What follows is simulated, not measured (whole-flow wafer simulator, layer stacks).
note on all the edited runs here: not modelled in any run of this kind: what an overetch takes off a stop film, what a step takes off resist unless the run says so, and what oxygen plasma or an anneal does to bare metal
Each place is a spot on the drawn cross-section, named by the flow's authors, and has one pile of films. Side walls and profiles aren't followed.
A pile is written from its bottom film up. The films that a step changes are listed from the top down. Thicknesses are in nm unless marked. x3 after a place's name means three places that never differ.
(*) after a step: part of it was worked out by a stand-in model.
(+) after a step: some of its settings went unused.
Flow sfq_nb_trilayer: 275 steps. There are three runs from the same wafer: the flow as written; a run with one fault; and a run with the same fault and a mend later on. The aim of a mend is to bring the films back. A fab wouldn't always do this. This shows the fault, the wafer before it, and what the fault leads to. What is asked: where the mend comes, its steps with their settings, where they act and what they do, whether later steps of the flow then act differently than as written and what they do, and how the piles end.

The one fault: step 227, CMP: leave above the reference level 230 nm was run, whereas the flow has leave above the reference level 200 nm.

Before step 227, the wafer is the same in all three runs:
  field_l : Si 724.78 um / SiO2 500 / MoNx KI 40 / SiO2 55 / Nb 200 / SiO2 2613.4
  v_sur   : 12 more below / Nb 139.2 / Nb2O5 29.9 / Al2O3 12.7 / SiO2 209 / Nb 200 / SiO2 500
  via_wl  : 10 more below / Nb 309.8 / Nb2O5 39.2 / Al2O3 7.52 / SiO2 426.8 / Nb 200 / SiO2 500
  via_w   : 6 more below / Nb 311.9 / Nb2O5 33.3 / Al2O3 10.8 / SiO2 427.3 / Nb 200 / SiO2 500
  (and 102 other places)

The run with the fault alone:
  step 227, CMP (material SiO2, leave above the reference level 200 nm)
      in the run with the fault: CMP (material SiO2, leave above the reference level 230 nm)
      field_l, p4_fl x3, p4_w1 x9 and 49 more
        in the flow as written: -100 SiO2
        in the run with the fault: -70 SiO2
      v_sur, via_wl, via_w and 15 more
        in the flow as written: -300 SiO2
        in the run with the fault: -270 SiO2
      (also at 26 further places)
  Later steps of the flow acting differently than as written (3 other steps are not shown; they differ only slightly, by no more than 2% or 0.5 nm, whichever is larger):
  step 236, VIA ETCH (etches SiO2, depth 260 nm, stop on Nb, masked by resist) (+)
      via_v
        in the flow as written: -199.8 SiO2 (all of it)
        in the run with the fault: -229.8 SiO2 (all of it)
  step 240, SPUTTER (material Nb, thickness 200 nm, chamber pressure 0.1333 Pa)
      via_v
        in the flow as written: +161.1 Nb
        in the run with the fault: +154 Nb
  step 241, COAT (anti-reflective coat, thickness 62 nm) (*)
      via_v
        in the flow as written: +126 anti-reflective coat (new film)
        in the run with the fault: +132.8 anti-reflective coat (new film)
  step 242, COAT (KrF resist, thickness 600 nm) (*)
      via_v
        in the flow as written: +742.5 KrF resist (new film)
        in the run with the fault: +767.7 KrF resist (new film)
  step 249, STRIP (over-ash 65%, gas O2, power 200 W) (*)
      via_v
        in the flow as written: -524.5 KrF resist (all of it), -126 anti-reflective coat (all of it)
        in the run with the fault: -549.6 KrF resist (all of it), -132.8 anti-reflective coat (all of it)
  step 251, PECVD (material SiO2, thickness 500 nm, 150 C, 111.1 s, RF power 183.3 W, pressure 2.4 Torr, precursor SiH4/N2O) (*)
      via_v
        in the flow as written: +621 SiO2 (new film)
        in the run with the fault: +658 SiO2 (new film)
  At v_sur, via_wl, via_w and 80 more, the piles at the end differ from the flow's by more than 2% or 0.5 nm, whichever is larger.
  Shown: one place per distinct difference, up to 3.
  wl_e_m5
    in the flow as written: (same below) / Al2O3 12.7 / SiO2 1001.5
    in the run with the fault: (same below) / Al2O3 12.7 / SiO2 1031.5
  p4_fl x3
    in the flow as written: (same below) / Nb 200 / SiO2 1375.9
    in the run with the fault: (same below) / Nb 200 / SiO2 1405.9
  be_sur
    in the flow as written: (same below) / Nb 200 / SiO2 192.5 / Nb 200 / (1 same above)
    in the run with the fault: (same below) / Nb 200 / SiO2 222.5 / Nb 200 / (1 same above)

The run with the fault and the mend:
  The mend follows step 234.
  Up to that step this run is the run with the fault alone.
  step 234a, STRIP (over-ash 65%, gas O2, power 200 W) (*)
      field_l, v_sur, via_wl and 102 more
        -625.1 KrF resist (all of it), -62 anti-reflective coat (all of it)
      via_v
        -62 anti-reflective coat (all of it)
  step 234b, CMP (material SiO2, leave above the reference level 200 nm) (a further turn of the flow's step 227)
      field_l, v_sur, via_wl and 103 more
        -30 SiO2
  step 234c, COAT (anti-reflective coat, thickness 62 nm) (a further turn of the flow's step 229)
      field_l, v_sur, via_wl and 103 more
        +62 anti-reflective coat (new film)
  step 234d, COAT (KrF resist, thickness 650 nm) (a further turn of the flow's step 230)
      field_l, v_sur, via_wl and 103 more
        +650 KrF resist (new film)
  step 234e, SOFTBAKE (KrF resist) (a further turn of the flow's step 231)
      alters no film at any place that is followed
  step 234f, EXPOSE (photomask I6, dose 11.91 mJ/cm2, NA 0.6, wavelength 248 nm) (*) (a further turn of the flow's step 232)
      alters no film at any place that is followed
  step 234g, PEB (KrF resist, 90 s) (a further turn of the flow's step 233)
      field_l, v_sur, via_wl and 103 more
        -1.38 KrF resist
  step 234h, DEVELOP (KrF resist, thickness 650 nm, 60 s) (a further turn of the flow's step 234)
      field_l, v_sur, via_wl and 102 more
        -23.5 KrF resist
      via_v
        -648.6 KrF resist (all of it)
  Later steps of the flow that are run all act as written at every place that is followed.
  At every place that both follow, the piles at the end match the flow's.
